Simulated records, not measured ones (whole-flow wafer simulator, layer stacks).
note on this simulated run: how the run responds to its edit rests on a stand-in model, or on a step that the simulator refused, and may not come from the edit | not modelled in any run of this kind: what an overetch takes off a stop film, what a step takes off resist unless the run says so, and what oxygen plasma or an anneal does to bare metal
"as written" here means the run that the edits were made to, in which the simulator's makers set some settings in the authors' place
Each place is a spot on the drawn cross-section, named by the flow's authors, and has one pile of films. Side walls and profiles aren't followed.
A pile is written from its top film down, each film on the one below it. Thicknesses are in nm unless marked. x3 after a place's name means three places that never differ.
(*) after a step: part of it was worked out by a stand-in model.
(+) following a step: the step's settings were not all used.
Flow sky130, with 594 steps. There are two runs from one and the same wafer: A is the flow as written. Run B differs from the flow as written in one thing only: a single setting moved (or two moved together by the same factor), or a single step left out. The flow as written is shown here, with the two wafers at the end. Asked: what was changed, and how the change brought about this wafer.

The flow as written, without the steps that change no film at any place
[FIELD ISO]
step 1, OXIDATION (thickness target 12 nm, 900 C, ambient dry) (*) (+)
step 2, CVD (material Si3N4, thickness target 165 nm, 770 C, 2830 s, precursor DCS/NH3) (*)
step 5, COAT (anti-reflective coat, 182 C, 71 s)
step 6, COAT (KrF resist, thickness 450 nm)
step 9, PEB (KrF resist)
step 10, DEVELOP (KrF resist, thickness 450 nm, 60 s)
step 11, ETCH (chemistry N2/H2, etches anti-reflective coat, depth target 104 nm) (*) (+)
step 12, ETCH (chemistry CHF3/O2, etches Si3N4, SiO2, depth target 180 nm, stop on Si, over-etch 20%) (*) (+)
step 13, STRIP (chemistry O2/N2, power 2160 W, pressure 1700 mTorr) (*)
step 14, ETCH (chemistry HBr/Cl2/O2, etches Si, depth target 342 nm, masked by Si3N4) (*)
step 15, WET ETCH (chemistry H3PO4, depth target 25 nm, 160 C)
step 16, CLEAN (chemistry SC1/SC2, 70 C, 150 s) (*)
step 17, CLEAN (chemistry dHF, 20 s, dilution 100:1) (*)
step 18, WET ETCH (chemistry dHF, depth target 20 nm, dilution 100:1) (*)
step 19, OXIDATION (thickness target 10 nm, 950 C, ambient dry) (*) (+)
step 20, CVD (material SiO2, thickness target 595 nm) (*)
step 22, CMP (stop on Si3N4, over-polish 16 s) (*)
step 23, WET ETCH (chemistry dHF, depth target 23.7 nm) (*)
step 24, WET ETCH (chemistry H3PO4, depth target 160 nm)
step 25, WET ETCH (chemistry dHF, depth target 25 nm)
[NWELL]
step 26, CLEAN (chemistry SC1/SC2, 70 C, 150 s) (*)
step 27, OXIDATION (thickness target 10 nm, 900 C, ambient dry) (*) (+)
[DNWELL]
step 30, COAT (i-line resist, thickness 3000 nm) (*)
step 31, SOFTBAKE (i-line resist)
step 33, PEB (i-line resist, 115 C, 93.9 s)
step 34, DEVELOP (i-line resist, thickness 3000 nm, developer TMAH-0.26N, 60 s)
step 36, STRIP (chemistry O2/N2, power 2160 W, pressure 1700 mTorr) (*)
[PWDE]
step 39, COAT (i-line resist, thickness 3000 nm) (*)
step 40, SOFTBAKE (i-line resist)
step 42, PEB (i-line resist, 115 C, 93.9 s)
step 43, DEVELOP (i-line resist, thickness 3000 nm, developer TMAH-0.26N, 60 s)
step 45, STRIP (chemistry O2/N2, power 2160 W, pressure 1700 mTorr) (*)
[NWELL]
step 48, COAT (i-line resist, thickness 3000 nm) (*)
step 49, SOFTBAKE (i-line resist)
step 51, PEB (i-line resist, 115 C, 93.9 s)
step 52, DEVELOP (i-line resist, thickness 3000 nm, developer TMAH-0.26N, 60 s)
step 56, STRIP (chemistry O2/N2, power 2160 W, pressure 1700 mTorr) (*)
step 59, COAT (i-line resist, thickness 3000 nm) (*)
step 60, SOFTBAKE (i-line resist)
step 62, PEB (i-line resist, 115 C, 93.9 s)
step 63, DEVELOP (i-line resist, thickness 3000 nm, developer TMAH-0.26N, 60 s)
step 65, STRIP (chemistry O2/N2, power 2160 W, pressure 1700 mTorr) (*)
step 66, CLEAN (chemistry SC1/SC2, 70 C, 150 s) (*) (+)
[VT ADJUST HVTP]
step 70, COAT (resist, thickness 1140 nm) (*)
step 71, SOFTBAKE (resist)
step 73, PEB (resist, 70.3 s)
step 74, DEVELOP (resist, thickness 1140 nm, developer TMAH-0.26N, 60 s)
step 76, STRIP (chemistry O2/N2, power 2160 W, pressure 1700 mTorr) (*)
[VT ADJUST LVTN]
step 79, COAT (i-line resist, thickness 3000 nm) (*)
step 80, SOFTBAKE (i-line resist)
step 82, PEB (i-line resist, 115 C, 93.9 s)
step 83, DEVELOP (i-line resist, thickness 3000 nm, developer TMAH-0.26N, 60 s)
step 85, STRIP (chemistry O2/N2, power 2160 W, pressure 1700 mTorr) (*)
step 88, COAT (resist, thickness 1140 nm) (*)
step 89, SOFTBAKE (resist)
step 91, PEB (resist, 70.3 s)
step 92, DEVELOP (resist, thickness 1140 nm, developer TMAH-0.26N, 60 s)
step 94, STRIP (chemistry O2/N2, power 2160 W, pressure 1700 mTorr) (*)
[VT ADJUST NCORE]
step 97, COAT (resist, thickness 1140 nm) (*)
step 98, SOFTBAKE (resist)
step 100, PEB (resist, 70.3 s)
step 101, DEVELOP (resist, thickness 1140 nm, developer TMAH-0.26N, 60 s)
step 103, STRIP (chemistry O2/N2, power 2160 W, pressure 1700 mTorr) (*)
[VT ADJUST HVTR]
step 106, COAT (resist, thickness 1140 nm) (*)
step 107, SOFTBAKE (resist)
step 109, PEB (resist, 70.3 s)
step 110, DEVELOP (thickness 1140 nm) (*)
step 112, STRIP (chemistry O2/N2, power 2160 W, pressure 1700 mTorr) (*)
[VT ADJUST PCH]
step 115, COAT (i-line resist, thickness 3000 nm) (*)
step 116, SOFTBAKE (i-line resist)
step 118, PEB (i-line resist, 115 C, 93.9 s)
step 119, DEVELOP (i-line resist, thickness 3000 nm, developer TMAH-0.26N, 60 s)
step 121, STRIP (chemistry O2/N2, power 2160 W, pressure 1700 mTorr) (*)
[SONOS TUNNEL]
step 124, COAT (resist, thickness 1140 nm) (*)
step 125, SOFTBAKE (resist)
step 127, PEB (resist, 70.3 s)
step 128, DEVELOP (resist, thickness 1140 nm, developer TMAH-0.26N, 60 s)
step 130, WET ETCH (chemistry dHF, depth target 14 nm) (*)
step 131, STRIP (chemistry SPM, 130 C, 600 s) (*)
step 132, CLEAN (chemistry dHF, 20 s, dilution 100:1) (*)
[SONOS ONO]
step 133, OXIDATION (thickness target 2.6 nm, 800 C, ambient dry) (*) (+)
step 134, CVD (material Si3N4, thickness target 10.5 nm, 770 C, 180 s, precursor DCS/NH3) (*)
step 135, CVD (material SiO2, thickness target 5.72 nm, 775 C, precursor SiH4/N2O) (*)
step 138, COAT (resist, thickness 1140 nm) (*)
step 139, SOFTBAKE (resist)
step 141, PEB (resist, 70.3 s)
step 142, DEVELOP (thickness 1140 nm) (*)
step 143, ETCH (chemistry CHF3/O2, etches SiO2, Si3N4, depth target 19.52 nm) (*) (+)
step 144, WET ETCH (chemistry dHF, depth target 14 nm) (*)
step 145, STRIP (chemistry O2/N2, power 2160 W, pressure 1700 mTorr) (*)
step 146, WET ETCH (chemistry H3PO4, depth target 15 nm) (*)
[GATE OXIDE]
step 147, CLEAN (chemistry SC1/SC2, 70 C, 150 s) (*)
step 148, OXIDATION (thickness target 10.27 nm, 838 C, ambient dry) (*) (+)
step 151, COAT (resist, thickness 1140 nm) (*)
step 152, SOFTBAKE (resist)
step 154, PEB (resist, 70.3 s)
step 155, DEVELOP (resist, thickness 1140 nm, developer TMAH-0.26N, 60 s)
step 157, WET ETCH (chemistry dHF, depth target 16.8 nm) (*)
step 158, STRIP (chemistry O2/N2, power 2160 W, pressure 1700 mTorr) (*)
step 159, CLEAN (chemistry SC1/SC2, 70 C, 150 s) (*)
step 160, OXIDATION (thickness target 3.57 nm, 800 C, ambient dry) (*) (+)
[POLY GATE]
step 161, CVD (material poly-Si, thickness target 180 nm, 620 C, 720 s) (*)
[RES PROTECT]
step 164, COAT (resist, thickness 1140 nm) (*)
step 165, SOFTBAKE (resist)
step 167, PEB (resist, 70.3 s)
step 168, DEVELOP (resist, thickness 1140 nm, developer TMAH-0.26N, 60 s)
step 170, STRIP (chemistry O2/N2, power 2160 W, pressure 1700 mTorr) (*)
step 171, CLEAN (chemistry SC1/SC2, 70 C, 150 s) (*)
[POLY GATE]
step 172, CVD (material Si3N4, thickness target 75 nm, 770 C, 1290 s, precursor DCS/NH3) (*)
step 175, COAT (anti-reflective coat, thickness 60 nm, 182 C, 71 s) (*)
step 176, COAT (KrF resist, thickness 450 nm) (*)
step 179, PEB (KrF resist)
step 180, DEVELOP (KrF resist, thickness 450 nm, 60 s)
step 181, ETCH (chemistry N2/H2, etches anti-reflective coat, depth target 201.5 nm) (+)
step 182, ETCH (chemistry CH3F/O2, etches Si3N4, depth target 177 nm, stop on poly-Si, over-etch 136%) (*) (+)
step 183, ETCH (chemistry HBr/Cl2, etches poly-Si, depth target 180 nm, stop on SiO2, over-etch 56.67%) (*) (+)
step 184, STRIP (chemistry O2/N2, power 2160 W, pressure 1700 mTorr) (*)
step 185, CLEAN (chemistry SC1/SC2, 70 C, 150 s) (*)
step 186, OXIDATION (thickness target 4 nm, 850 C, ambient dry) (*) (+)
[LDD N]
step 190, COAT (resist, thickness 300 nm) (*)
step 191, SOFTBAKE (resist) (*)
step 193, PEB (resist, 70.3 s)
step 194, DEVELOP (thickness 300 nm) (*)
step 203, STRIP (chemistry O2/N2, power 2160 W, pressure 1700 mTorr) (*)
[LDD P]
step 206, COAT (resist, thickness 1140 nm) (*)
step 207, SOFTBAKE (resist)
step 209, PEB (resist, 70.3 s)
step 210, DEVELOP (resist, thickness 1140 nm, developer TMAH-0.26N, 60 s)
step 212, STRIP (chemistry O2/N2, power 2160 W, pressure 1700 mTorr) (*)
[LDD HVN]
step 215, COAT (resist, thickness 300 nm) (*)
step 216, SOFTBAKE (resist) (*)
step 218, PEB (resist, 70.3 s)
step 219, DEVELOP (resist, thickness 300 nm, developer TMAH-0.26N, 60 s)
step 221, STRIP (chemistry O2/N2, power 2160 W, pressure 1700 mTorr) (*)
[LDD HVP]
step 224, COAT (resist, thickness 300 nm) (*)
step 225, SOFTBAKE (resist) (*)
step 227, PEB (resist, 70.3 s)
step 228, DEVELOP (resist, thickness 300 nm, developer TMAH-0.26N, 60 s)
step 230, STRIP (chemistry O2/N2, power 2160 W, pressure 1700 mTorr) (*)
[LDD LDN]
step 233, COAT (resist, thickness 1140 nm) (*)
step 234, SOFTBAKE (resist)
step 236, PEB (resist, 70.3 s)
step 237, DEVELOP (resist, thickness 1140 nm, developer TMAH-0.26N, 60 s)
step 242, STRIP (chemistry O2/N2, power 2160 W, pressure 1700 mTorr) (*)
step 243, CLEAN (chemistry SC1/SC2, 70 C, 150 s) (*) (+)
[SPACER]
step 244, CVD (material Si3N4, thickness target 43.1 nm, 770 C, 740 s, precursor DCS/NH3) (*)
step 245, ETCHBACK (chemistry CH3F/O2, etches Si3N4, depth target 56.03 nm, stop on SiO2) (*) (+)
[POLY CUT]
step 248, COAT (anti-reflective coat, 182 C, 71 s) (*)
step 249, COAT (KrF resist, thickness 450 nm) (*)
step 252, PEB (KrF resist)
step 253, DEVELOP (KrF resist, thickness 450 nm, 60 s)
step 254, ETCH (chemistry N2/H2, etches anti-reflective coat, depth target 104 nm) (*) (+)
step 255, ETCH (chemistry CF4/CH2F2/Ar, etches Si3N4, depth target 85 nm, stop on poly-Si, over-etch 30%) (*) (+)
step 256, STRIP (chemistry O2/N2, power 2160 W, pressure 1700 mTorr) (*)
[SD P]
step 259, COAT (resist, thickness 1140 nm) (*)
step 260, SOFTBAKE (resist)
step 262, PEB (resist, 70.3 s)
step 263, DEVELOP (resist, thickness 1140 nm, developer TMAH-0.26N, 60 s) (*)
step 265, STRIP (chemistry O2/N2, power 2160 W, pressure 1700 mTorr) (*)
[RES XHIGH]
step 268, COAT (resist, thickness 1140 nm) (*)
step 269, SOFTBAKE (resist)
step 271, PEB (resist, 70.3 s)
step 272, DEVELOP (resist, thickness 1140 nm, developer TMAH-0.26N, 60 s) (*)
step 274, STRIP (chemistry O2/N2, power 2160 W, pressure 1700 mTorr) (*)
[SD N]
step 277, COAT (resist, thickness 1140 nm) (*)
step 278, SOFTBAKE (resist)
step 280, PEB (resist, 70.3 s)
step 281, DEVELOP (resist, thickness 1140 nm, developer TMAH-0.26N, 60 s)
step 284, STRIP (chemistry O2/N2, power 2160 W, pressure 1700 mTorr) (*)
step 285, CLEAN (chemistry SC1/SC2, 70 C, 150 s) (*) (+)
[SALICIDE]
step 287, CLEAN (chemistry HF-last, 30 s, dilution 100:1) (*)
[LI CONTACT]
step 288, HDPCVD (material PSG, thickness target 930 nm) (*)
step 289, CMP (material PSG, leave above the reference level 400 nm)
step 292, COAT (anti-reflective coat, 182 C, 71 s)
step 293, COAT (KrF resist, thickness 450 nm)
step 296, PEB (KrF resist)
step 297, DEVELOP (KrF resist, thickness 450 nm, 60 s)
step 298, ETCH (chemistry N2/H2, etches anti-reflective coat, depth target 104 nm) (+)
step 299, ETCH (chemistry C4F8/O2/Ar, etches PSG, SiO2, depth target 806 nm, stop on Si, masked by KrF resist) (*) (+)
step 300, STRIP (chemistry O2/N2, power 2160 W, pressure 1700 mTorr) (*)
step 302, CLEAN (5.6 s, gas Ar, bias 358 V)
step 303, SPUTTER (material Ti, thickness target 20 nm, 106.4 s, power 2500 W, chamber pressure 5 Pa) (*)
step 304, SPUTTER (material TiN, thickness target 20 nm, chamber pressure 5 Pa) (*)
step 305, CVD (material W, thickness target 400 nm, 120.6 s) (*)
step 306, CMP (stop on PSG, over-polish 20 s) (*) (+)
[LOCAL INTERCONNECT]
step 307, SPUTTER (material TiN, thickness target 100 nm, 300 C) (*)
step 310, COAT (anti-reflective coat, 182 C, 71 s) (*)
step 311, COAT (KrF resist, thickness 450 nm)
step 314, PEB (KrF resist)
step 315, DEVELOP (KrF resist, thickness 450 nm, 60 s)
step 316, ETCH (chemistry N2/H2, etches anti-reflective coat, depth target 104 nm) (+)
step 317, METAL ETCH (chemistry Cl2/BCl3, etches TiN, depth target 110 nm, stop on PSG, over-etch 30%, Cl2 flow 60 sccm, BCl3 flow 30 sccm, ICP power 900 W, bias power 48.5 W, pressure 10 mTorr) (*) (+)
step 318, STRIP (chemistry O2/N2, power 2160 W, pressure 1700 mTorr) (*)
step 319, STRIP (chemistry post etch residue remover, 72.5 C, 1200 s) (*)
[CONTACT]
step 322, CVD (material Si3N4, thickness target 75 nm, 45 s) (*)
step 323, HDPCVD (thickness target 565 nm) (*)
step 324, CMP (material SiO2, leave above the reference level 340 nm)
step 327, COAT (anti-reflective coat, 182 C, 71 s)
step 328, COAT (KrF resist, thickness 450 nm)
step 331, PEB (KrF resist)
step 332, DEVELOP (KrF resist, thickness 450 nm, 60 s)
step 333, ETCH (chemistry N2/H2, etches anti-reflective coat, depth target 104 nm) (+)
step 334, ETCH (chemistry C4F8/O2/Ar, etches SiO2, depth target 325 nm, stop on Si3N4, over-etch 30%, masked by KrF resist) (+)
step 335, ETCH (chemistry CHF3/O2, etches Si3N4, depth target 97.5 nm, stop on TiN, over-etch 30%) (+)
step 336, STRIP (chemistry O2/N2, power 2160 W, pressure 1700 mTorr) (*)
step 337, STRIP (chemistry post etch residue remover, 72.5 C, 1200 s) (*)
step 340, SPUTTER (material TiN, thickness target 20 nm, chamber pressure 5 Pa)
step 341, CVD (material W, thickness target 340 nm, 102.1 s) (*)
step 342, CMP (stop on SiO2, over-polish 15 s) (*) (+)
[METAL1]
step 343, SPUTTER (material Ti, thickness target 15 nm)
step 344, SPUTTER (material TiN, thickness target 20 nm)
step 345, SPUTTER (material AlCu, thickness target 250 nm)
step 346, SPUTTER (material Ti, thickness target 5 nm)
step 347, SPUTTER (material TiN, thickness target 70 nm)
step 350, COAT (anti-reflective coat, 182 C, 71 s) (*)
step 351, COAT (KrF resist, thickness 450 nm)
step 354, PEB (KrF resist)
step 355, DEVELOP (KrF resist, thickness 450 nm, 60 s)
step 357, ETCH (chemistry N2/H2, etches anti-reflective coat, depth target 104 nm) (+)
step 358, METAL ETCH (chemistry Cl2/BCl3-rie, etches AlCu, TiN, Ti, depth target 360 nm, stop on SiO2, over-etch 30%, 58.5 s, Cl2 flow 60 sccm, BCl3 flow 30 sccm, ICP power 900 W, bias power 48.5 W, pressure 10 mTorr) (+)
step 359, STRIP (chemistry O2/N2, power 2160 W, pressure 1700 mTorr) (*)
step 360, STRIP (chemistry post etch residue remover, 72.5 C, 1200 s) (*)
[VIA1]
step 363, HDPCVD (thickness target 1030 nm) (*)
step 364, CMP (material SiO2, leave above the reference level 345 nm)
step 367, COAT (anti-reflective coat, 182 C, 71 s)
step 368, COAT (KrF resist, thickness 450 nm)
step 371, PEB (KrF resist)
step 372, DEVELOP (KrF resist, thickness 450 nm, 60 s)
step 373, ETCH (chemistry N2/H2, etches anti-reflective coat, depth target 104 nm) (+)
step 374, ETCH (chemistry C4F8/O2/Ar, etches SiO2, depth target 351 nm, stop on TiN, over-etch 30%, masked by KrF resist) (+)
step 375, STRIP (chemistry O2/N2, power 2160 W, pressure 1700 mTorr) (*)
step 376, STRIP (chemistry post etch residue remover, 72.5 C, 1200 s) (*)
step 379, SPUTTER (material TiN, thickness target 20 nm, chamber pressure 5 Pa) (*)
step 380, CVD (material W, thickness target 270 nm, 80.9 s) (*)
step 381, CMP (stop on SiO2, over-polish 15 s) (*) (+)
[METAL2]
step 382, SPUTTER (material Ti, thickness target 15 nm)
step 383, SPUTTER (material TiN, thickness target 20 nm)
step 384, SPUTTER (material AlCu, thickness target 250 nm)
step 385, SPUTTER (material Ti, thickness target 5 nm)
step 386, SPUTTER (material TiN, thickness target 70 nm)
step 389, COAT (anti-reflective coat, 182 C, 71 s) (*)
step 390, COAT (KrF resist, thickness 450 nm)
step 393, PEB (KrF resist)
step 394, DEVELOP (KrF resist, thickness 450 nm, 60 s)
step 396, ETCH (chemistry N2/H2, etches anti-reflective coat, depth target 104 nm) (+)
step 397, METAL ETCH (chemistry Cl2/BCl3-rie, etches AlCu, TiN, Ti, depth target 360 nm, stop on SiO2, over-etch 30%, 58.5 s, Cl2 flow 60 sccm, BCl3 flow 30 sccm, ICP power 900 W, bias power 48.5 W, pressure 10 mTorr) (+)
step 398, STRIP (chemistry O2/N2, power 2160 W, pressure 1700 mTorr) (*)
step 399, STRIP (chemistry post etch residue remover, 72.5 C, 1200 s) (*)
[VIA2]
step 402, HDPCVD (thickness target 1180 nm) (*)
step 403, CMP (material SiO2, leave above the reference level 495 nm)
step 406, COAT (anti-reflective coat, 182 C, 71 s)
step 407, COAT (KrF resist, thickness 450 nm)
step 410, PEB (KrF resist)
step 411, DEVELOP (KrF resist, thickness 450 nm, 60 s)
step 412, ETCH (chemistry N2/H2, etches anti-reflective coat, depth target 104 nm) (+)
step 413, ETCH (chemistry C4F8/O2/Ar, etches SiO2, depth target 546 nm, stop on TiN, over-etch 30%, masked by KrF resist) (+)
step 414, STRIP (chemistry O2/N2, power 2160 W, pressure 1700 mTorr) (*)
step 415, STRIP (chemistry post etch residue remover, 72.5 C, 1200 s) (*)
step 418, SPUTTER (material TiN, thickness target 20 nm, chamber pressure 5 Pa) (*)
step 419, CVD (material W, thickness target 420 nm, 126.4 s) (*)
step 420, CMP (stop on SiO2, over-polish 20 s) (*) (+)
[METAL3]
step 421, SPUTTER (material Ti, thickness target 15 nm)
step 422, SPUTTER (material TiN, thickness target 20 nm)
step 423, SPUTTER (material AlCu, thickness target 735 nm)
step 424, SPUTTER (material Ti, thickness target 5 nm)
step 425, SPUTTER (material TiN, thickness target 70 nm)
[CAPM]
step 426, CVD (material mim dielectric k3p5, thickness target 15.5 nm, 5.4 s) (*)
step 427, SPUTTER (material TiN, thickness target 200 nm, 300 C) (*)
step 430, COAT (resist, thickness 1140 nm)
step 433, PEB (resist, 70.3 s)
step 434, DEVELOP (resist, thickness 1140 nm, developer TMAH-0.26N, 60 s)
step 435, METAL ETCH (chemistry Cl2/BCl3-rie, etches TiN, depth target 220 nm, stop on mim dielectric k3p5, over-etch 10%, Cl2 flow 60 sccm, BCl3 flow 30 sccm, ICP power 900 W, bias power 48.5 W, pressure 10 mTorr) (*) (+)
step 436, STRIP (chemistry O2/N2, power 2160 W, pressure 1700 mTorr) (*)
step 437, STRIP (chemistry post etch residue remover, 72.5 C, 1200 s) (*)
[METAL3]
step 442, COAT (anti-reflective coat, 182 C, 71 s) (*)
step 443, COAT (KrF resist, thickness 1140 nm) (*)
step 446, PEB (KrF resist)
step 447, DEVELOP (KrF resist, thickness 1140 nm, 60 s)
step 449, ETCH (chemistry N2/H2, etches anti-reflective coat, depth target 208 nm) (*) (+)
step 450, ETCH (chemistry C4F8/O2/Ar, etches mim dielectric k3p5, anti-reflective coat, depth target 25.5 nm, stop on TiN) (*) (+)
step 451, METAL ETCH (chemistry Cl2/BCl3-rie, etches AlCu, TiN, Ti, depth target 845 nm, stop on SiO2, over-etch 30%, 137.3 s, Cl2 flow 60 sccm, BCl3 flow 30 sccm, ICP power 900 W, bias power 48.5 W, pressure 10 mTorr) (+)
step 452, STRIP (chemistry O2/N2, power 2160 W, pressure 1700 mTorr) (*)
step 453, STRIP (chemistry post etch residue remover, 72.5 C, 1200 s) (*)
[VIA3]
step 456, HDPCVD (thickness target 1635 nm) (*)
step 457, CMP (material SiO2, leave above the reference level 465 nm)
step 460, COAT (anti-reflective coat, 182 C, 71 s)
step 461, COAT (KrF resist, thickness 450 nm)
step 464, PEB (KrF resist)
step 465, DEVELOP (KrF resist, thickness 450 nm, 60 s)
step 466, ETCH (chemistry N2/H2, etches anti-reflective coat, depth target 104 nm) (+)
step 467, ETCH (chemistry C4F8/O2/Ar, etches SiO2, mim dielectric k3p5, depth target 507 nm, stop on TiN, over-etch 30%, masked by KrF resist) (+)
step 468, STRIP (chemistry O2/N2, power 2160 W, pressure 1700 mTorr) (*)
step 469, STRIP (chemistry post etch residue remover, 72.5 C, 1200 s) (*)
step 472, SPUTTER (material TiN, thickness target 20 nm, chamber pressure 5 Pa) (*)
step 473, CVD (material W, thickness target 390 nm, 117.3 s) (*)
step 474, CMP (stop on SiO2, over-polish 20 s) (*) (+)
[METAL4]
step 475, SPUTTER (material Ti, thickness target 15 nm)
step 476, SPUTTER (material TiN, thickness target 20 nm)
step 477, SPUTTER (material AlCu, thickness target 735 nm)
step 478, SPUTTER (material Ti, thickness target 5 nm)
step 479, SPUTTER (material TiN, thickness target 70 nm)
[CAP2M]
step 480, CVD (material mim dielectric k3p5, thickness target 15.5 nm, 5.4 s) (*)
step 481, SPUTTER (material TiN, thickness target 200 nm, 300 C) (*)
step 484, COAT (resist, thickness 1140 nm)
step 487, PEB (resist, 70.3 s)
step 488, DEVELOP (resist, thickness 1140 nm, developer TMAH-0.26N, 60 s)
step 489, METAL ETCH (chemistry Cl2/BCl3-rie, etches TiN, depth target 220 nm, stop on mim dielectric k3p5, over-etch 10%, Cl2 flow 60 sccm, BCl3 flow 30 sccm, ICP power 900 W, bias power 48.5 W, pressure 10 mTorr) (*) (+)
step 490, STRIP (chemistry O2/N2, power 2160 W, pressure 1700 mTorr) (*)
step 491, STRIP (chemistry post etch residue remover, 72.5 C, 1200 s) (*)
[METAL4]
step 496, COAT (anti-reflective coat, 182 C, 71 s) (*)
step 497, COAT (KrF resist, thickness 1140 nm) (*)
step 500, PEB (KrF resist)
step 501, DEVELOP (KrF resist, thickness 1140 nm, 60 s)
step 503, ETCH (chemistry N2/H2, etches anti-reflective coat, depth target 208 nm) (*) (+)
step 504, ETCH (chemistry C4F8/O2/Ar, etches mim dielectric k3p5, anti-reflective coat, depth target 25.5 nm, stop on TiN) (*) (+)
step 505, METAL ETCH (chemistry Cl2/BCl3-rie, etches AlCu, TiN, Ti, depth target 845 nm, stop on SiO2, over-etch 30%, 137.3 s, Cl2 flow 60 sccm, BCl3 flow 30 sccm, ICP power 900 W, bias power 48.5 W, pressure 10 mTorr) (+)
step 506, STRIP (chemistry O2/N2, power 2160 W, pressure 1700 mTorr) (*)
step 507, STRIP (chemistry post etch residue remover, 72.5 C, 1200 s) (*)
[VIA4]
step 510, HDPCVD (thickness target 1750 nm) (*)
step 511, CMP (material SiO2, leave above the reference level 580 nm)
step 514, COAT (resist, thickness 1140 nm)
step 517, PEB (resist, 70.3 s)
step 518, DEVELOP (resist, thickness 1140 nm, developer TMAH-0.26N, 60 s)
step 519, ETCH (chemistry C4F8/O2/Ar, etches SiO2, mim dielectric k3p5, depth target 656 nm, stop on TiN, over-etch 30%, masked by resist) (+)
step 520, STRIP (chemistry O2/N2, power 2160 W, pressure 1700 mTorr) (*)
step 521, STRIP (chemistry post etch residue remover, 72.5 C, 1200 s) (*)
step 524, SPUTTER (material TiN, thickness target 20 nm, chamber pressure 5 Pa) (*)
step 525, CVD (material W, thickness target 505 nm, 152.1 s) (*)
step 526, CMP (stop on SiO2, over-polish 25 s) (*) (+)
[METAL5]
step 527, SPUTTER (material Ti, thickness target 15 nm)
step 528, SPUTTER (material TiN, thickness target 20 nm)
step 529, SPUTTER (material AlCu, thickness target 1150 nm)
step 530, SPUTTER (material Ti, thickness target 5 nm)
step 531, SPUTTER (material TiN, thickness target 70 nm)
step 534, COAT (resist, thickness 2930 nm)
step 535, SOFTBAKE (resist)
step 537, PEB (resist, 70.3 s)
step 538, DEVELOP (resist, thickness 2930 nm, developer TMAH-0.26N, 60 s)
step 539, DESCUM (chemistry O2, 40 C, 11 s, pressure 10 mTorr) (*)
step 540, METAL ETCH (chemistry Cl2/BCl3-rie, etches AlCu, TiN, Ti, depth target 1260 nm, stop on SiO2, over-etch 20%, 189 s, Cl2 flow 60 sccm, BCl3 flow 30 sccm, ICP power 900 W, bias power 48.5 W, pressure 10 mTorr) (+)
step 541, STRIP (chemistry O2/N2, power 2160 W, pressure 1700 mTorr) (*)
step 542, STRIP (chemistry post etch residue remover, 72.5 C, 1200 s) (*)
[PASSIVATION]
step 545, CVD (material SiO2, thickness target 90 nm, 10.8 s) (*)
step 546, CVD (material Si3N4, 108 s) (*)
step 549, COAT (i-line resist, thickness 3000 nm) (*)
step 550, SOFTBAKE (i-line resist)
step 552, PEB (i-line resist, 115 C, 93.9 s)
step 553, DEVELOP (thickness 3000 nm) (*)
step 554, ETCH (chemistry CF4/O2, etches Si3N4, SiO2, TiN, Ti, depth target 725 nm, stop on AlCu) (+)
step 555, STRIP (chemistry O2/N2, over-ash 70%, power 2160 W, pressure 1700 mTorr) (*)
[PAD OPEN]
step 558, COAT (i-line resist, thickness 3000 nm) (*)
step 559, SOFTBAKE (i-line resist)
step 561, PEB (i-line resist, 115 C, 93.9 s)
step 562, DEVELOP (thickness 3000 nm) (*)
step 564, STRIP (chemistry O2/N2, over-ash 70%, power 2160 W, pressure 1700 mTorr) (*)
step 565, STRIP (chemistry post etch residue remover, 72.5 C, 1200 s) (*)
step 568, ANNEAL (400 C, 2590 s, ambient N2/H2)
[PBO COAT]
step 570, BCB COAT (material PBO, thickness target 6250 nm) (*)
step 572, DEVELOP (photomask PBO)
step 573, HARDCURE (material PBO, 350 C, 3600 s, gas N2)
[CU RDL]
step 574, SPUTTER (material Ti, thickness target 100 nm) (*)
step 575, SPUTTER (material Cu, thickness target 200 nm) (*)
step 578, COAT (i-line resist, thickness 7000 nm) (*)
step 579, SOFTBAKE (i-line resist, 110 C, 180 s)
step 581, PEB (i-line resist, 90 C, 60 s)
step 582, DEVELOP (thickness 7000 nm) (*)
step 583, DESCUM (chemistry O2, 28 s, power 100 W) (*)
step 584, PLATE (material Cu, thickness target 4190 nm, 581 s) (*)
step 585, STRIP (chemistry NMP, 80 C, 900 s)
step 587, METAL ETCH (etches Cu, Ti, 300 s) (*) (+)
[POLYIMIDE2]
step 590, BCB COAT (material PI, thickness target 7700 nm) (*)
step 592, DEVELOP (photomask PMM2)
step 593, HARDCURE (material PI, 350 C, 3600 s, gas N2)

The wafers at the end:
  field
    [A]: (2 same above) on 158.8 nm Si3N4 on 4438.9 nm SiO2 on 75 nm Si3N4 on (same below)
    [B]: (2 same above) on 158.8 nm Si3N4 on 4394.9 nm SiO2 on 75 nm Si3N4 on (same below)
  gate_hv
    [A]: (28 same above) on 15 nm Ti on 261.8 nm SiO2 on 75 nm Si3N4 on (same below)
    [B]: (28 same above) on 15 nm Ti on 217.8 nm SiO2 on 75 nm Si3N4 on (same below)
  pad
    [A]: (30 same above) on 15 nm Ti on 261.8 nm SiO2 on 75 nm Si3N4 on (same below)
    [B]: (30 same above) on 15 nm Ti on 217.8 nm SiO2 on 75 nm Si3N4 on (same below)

The reason: step 324, CMP: leave above the reference level 296 nm was run, though the flow has leave above the reference level 340 nm.

The path from the change to this, step by step:
  step 324, CMP (material SiO2, leave above the reference level 340 nm)
      n_well, p_well, gate_hv and 93 more: A -300 SiO2 | B -344 SiO2
      field, active, gate and 88 more: A -200.4 SiO2 | B -244.4 SiO2
      (also at 4 further places)
  step 334, ETCH (chemistry C4F8/O2/Ar, etches SiO2, depth target 325 nm, stop on Si3N4, over-etch 30%, masked by KrF resist) (+)
      poly_licon, ndiff_licon, ndiff_licon_cpp, rpo_hd_licon: A -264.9 SiO2 (all of it) | B -220.9 SiO2 (all of it)
  step 340, SPUTTER (material TiN, thickness target 20 nm, chamber pressure 5 Pa)
      ndiff_licon, ndiff_licon_cpp, rpo_hd_licon: A +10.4 TiN | B +11.1 TiN
  step 341, CVD (material W, thickness target 340 nm, 102.1 s) (*)
      ndiff_licon, ndiff_licon_cpp, rpo_hd_licon: A +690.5 W (new film) | B +645.8 W (new film)
  step 342, CMP (stop on SiO2, over-polish 15 s) (*) (+)
      poly_licon: A -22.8 W | B -66.8 W
